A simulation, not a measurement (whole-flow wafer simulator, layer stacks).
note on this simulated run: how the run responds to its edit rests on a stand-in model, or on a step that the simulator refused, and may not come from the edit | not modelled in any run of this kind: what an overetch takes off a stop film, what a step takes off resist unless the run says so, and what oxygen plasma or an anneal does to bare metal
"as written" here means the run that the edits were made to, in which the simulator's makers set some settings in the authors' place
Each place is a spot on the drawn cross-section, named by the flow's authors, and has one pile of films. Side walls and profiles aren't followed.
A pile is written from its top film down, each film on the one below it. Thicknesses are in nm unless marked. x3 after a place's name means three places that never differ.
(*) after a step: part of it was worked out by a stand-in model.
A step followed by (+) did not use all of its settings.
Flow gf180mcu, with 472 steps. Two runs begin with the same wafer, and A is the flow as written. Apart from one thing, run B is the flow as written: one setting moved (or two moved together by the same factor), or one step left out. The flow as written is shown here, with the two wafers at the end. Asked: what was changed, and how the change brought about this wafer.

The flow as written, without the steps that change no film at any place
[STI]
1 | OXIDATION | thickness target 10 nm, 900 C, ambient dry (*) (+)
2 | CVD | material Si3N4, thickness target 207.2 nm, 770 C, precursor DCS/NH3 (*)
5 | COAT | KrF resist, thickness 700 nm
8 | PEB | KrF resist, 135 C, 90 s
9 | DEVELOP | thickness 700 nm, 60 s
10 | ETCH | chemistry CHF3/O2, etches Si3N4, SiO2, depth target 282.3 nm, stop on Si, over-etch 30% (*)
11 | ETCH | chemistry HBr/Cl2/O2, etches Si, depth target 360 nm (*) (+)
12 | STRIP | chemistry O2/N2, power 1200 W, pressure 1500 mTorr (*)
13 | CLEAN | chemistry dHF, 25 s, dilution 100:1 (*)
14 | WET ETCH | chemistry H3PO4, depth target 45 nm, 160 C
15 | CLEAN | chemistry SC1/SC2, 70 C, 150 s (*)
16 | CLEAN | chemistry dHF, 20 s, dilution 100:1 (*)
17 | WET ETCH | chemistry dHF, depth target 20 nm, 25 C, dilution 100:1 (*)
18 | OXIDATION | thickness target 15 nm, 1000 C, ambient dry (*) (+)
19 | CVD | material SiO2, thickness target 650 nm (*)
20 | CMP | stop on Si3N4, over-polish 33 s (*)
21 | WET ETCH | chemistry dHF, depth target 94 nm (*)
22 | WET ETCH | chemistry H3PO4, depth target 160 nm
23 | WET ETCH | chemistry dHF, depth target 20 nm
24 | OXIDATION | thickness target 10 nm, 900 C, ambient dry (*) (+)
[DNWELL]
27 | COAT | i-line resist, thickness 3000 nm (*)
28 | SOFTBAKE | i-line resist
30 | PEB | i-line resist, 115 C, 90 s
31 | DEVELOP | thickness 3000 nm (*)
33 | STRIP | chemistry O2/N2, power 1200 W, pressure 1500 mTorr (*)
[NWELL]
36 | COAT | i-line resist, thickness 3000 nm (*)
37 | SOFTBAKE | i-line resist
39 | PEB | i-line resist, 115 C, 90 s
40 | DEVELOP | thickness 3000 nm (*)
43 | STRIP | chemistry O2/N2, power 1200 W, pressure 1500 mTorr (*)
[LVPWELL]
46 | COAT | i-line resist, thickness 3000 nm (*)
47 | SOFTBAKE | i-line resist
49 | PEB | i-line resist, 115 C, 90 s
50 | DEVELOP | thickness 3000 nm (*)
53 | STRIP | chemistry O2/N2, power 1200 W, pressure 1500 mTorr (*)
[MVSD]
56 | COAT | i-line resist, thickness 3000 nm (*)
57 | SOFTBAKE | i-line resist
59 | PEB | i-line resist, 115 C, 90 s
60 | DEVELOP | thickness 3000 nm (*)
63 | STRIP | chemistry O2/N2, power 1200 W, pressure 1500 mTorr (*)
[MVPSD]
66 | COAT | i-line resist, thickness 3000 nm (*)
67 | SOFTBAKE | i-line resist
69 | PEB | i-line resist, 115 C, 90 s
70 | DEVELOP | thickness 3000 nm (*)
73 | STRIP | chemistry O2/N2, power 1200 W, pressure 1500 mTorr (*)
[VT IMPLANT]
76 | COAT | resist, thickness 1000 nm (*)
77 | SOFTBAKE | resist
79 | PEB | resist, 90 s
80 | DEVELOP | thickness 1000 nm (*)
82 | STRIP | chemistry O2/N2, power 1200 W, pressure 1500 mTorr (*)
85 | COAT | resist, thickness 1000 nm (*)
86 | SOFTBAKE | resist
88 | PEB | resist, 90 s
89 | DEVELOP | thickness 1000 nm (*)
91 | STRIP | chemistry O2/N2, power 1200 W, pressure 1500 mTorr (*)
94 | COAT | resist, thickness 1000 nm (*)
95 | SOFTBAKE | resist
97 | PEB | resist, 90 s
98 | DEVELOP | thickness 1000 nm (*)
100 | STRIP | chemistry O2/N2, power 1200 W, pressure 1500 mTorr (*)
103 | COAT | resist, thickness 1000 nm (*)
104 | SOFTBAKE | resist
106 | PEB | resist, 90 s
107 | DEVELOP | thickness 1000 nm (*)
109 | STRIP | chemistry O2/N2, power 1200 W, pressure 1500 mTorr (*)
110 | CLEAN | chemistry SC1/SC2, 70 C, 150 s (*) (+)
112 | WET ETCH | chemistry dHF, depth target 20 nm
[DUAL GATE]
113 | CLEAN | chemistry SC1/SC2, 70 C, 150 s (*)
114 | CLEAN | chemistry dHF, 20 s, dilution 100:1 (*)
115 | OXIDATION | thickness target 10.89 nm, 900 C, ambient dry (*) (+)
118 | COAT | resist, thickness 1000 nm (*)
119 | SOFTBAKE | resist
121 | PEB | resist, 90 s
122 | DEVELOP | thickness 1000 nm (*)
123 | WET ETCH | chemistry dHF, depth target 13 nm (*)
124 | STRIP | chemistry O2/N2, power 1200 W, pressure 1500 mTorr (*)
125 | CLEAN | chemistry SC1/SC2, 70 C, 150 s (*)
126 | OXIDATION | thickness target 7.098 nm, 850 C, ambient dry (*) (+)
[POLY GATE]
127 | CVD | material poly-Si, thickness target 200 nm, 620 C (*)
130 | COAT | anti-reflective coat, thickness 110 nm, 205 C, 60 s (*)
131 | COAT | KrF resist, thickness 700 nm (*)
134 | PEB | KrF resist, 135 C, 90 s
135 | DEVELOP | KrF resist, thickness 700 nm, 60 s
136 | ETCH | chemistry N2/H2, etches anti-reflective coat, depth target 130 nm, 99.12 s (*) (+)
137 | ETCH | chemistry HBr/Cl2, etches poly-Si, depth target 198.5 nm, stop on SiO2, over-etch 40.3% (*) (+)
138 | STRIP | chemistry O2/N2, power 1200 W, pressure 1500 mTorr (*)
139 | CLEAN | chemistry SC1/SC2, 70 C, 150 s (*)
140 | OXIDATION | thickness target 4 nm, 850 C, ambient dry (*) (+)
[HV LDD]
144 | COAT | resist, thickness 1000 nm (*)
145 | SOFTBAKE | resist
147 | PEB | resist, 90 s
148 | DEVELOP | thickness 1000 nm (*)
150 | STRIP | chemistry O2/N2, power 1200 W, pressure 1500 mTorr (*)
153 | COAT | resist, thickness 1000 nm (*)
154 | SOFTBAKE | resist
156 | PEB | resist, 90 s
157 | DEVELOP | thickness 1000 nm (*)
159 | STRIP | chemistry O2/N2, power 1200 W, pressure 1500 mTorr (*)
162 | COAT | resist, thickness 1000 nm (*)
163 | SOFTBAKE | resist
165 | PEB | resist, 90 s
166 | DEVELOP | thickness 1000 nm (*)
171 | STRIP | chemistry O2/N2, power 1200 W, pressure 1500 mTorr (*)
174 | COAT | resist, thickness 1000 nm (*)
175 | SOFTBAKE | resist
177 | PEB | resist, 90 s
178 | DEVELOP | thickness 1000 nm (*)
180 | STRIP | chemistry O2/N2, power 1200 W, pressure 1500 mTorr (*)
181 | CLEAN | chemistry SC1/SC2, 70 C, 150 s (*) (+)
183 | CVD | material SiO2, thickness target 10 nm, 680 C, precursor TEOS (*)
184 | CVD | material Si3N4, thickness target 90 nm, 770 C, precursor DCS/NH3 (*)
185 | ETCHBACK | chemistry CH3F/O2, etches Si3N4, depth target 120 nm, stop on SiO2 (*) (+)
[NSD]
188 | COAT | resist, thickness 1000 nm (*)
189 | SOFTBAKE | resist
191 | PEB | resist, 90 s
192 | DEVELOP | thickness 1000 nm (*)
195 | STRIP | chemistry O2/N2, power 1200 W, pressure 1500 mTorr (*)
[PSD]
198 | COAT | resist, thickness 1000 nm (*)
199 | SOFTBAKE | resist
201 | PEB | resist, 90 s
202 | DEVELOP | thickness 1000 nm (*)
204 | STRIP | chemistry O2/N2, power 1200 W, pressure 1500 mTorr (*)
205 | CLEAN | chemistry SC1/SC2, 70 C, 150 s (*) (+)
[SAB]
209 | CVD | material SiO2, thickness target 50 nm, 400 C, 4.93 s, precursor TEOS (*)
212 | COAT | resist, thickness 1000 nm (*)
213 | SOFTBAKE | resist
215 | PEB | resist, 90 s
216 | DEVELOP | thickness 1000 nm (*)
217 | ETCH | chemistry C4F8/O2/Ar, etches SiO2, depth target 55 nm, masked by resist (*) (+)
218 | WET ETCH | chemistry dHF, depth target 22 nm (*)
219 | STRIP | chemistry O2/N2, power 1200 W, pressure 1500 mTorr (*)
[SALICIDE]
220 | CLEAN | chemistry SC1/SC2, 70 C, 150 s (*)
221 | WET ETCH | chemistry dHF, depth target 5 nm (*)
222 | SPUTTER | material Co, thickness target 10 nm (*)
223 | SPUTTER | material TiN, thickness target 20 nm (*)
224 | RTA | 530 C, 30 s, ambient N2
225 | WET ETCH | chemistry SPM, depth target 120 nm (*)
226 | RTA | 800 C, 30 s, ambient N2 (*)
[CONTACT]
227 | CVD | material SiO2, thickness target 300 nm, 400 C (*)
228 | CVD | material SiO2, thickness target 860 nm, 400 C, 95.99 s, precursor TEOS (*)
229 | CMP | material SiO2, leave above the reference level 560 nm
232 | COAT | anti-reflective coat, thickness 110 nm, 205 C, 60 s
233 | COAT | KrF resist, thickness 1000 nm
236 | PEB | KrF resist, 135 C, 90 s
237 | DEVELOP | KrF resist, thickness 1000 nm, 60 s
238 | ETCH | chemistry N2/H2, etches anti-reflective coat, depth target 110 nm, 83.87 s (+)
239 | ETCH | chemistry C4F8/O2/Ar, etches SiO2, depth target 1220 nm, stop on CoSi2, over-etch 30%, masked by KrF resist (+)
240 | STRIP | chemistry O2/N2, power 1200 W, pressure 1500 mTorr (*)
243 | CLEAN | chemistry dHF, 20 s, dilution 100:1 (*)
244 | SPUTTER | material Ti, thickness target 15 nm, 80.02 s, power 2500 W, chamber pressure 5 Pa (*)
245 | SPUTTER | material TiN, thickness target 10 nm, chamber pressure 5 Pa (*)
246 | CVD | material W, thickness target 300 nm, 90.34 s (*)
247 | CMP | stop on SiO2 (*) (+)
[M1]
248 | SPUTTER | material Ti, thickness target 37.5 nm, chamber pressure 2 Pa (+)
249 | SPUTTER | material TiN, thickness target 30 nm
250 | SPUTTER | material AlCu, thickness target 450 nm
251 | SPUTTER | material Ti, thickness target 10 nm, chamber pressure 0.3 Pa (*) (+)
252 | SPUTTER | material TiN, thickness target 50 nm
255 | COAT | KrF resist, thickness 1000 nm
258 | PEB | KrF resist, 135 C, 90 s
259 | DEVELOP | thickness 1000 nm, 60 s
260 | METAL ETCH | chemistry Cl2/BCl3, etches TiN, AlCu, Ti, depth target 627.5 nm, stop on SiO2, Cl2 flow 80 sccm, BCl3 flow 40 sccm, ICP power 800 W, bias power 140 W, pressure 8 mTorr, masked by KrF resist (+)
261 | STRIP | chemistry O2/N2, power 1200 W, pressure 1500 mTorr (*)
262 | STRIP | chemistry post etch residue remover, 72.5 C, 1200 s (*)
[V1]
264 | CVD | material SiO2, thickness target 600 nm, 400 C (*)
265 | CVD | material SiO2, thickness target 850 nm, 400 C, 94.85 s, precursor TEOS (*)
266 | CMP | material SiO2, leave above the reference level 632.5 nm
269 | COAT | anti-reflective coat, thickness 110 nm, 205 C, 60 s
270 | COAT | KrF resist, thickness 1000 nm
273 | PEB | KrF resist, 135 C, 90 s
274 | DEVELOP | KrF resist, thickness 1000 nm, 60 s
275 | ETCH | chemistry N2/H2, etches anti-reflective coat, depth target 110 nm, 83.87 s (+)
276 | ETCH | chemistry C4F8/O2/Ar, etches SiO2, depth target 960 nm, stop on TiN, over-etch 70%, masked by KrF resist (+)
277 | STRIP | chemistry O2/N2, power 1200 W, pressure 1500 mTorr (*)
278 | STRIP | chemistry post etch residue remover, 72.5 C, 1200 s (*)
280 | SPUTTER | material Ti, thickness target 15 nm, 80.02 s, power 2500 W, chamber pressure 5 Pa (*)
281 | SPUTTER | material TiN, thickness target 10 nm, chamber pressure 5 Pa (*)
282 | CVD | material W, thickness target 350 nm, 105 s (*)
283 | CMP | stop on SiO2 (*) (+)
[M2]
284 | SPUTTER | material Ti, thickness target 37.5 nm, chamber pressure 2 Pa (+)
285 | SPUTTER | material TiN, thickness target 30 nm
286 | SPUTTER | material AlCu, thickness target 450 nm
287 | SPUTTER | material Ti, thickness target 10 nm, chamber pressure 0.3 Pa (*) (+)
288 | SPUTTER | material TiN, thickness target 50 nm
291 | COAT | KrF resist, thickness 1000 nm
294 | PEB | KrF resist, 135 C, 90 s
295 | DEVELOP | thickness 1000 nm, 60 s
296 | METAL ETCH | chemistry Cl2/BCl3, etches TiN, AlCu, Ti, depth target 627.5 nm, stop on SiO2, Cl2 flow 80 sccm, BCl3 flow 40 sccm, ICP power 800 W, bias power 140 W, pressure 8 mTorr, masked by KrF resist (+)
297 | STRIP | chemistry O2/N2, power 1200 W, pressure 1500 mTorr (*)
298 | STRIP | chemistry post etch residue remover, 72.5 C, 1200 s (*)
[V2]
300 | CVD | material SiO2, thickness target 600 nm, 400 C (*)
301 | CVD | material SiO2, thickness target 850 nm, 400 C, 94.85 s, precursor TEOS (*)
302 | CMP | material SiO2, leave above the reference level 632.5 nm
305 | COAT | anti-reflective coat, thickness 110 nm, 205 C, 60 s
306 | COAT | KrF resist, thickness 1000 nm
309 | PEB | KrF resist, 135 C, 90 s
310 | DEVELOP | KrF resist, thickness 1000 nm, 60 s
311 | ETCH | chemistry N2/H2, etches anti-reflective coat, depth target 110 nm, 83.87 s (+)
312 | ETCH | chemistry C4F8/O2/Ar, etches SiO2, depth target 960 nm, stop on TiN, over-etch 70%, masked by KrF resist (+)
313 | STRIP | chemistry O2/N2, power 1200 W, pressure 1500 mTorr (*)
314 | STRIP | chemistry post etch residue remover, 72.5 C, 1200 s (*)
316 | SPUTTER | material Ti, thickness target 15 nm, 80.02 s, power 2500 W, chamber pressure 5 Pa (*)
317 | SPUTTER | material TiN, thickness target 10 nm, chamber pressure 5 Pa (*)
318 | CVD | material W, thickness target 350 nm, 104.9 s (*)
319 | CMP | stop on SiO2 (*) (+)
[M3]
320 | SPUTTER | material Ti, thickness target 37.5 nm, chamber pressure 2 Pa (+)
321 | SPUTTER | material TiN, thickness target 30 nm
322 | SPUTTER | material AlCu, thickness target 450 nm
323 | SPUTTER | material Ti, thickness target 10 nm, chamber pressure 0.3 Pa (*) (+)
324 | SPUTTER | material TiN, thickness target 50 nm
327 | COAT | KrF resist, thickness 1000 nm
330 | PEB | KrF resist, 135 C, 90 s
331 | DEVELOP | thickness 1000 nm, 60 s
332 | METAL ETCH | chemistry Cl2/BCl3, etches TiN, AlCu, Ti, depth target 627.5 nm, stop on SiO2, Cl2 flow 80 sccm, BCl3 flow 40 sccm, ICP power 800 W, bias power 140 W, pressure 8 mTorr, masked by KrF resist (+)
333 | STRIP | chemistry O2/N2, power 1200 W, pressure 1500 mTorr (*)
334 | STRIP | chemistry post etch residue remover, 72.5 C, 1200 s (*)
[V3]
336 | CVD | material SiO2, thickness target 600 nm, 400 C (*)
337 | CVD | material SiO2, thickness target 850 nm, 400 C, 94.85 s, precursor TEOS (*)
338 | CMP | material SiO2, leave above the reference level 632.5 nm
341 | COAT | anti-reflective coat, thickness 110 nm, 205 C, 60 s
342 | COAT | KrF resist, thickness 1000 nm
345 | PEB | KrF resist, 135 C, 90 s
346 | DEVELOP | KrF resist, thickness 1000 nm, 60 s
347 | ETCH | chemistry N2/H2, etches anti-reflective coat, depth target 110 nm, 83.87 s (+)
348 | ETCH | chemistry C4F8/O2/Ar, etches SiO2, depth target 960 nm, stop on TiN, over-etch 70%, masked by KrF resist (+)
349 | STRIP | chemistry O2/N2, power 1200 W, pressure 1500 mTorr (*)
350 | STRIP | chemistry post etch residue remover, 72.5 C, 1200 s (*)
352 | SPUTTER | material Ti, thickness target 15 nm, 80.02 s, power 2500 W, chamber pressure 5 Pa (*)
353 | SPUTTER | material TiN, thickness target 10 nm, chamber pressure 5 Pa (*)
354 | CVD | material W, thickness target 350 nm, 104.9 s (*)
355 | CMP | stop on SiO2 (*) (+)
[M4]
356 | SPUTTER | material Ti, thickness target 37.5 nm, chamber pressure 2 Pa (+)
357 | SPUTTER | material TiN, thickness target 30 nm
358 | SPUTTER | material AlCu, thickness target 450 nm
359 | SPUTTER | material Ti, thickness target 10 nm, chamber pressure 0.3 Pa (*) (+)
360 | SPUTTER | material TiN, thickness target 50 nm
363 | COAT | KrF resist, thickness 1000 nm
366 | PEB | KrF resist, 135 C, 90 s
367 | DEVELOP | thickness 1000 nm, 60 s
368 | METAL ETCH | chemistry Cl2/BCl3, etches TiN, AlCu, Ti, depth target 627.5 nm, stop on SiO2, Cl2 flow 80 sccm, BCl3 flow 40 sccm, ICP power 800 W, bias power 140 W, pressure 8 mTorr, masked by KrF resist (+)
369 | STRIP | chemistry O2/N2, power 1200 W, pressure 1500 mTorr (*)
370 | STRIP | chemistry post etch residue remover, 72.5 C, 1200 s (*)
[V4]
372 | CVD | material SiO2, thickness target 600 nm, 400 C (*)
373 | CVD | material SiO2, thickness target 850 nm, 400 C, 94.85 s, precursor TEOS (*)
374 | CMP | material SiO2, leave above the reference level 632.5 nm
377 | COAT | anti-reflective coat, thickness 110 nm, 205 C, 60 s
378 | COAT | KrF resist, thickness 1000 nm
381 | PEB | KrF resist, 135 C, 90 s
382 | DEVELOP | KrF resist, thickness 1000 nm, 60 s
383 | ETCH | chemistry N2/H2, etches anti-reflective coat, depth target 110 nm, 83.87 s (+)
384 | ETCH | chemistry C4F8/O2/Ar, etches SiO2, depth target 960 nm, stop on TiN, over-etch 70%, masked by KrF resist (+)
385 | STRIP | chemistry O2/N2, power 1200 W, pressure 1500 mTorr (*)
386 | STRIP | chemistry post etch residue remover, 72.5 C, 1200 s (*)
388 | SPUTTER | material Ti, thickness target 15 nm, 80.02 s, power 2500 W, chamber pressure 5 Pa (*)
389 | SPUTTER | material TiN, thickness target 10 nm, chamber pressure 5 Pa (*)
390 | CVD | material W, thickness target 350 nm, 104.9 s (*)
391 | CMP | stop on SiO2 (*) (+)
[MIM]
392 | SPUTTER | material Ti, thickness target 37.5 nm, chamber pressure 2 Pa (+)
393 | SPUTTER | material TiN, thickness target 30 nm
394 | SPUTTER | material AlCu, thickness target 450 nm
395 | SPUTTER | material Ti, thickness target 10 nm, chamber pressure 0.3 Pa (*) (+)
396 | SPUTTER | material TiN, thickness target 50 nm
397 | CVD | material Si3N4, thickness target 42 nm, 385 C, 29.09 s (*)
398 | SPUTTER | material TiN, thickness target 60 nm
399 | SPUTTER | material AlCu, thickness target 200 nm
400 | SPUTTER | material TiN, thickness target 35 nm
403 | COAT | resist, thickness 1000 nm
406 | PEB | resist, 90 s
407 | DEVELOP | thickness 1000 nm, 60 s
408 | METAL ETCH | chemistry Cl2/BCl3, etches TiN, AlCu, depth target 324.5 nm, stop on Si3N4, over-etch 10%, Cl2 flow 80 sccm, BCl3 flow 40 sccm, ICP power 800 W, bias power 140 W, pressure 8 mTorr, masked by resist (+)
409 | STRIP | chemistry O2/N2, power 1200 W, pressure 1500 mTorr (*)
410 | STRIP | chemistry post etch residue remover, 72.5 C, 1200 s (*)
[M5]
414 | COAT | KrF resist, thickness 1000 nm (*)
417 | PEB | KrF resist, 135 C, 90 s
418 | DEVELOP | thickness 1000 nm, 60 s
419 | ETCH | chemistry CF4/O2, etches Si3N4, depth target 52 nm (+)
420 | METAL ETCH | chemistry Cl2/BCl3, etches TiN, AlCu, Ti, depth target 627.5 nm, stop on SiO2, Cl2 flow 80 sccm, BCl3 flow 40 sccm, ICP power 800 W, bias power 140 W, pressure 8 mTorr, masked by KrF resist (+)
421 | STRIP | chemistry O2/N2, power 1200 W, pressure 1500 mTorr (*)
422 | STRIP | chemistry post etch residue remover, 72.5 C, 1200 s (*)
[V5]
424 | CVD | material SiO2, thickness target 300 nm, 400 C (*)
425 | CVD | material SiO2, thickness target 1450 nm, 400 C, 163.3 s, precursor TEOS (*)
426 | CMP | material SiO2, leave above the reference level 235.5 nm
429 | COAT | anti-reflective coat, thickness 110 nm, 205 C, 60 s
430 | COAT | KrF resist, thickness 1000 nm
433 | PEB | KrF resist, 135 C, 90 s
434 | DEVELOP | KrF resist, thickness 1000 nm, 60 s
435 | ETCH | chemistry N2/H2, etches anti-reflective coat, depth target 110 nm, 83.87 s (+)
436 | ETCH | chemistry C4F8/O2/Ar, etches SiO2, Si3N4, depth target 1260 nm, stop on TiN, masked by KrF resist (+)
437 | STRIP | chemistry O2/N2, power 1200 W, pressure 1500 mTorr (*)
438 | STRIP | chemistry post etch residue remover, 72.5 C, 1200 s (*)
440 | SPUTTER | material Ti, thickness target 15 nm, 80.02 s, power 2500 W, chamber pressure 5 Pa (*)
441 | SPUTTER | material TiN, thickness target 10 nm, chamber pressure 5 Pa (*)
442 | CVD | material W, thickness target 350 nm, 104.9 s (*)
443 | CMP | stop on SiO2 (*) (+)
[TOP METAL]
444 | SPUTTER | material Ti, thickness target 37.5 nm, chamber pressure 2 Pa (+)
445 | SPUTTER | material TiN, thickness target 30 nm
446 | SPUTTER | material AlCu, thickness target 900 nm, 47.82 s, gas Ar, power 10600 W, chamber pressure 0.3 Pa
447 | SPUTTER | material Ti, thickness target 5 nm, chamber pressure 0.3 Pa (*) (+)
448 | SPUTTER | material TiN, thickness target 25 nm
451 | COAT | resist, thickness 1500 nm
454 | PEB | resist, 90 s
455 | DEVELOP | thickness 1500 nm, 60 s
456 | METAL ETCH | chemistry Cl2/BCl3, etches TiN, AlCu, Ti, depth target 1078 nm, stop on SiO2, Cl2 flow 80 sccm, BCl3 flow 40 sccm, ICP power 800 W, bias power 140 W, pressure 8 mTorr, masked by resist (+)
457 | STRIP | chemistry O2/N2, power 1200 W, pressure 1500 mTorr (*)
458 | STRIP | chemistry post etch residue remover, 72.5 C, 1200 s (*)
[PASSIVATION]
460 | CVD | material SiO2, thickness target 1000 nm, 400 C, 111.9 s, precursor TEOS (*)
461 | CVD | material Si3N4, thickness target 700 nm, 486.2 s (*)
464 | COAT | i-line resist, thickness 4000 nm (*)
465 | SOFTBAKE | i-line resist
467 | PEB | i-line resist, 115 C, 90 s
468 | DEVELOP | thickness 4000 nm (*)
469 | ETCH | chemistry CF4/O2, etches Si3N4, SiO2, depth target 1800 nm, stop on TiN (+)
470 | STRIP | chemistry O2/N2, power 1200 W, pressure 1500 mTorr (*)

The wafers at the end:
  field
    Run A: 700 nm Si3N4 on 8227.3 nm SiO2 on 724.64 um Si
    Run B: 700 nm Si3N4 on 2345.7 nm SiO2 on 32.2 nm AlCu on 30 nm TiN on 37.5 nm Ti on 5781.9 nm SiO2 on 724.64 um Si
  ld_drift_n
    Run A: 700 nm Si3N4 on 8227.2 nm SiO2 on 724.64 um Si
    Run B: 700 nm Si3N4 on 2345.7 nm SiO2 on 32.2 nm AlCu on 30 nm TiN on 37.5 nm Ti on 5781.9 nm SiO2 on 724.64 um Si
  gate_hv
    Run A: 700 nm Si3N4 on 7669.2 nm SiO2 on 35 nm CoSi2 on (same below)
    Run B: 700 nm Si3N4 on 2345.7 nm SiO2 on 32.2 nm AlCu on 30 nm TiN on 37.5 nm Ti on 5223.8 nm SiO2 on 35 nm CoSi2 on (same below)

The reason: step 420, METAL ETCH: depth target 470.6 nm was run, though the flow has depth target 627.5 nm.

The path from the change to this, step by step:
  420 | METAL ETCH | chemistry Cl2/BCl3, etches TiN, AlCu, Ti, depth target 627.5 nm, stop on SiO2, Cl2 flow 80 sccm, BCl3 flow 40 sccm, ICP power 800 W, bias power 140 W, pressure 8 mTorr, masked by KrF resist (+)
      field, field__w1, field__w2 and 101 more: A -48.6 TiN (all of it), -10 Ti (all of it), -450 AlCu (all of it), -30 TiN (all of it), -37.5 Ti (all of it) | B -48.6 TiN (all of it), -10 Ti (all of it), -412.1 AlCu
      field__w4, field__w8, contact, m1, m1__w1, mim, mim_1p0, m1_nw: A -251 KrF resist | B -188.3 KrF resist
  421 | STRIP | chemistry O2/N2, power 1200 W, pressure 1500 mTorr (*)
      field__w8, m1__w1: A -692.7 KrF resist (all of it) | B -755.5 KrF resist (all of it)
      contact, m1: A -693.2 KrF resist (all of it) | B -755.9 KrF resist (all of it)
      (and at 4 other places as well)
  422 | STRIP | chemistry post etch residue remover, 72.5 C, 1200 s (*)
      field, field__w1, field__w2 and 101 more: A nothing | B -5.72 AlCu
  424 | CVD | material SiO2, thickness target 300 nm, 400 C (*)
      field, field__w1, field__w2 and 101 more: A +300 SiO2 | B +300 SiO2 (new film)
  426 | CMP | material SiO2, leave above the reference level 235.5 nm
      field, field__w1, field__w5 and 92 more: A -300.8 SiO2 | B -400.5 SiO2
      field__w2, field__w3, field__w12 and 6 more: A -272.7 SiO2 | B -376.9 SiO2
With metal films that touch counted as one body, field has 1 body; the flow as written gives 0 bodies.
With metal films that touch counted as one body, ld_drift_n has 1 body; the flow as written gives 0 bodies.
With metal films that touch counted as one body, gate_hv has 2 bodies (between them, from the top down: SiO2 5223.8); the flow as written gives 1 body.
